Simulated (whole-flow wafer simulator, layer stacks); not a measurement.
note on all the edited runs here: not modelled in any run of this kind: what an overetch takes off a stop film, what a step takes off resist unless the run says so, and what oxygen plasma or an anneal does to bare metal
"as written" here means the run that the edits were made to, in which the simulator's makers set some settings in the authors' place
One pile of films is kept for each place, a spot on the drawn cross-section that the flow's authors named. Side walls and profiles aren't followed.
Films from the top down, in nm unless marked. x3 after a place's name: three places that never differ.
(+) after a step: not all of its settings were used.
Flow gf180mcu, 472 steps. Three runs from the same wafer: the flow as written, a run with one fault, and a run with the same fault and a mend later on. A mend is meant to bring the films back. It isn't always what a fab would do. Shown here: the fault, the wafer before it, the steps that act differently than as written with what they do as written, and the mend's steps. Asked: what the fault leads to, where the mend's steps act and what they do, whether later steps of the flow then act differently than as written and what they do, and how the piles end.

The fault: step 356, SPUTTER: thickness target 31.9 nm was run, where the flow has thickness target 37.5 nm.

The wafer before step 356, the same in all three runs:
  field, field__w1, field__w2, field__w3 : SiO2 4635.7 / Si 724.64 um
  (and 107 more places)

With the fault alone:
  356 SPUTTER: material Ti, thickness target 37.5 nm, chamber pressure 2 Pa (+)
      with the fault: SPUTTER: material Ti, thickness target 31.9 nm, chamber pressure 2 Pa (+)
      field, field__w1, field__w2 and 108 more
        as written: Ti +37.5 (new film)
        with the fault: Ti +31.9 (new film)
  Later steps of the flow that act differently than as written (1 more step differs only slightly, by at most 2% or 0.5 nm, whichever is larger, and isn't shown):
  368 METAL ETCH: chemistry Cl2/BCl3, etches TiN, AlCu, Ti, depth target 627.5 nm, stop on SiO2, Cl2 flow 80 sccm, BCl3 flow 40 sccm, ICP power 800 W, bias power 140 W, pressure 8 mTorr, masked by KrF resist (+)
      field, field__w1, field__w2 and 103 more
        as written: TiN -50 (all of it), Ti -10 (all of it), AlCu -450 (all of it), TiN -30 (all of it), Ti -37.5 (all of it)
        with the fault: TiN -50 (all of it), Ti -10 (all of it), AlCu -450 (all of it), TiN -30 (all of it), Ti -31.9 (all of it)
  At the end the piles differ from the flow's by more than 2% or 0.5 nm, whichever is larger, at field__w8, contact, m1, m1__w1, m1_nw.
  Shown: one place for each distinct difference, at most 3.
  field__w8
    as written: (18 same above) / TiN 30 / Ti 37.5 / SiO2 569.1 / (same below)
    with the fault: (18 same above) / TiN 30 / Ti 31.9 / SiO2 569.1 / (same below)
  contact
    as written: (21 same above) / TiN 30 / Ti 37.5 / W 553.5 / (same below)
    with the fault: (21 same above) / TiN 30 / Ti 31.9 / W 553.5 / (same below)

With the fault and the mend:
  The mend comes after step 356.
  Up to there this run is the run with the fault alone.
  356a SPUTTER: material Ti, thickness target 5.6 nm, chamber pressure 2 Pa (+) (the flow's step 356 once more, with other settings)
      field, field__w1, field__w2 and 108 more
        Ti +5.6
  No later step of the flow acts differently than as written at any place that is followed.
  At the end the piles are the same as the flow's at every place that both follow.
